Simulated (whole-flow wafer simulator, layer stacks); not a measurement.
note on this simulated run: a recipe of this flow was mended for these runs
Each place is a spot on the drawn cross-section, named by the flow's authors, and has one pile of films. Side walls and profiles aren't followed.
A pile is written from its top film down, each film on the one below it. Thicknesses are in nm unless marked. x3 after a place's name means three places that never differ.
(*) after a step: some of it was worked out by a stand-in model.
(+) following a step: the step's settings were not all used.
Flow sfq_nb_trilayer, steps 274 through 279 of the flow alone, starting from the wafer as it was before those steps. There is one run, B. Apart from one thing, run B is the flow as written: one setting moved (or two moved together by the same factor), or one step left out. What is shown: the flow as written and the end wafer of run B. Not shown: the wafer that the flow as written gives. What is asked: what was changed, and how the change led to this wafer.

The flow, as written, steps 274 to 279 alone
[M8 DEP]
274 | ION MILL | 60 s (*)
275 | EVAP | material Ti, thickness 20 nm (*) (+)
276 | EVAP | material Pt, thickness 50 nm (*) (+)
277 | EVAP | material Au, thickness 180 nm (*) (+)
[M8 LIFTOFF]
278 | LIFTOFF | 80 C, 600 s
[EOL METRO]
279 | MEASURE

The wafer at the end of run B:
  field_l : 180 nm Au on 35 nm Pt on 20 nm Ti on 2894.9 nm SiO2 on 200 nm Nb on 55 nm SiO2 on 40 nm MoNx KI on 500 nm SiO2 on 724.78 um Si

What caused this: step 276, EVAP: thickness 35 nm was run, whereas the flow has thickness 50 nm.
The wafer itself shows it: field_l has Pt 35, and step 276 as written asks for 50 nm.

Step by step, how the change led to this:
  276 | EVAP | material Pt, thickness 50 nm (*) (+)
      field_l, v_sur x3, via_wl x2 and 100 more: +35 Pt (new film) (as written it would have been: +50 Pt (new film))
  278 | LIFTOFF | 80 C, 600 s
      p4_fl x5, p4_w1 x9, p3_s0 x11 and 49 more: -180 Au (all of it), -35 Pt (all of it), -20 Ti (all of it), -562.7 KrF-resist-other-grade (all of it), -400 lift-off-underlayer (all of it) (as written it would have been: -180 Au (all of it), -50 Pt (all of it), -20 Ti (all of it), -562.7 KrF-resist-other-grade (all of it), -400 lift-off-underlayer (all of it))
      r_sur, res, r_end: -180 Au (all of it), -35 Pt (all of it), -20 Ti (all of it), -559.9 KrF-resist-other-grade (all of it), -399.5 lift-off-underlayer (all of it) (as written it would have been: -180 Au (all of it), -50 Pt (all of it), -20 Ti (all of it), -559.9 KrF-resist-other-grade (all of it), -399.5 lift-off-underlayer (all of it))
      (as well as at 18 more places)
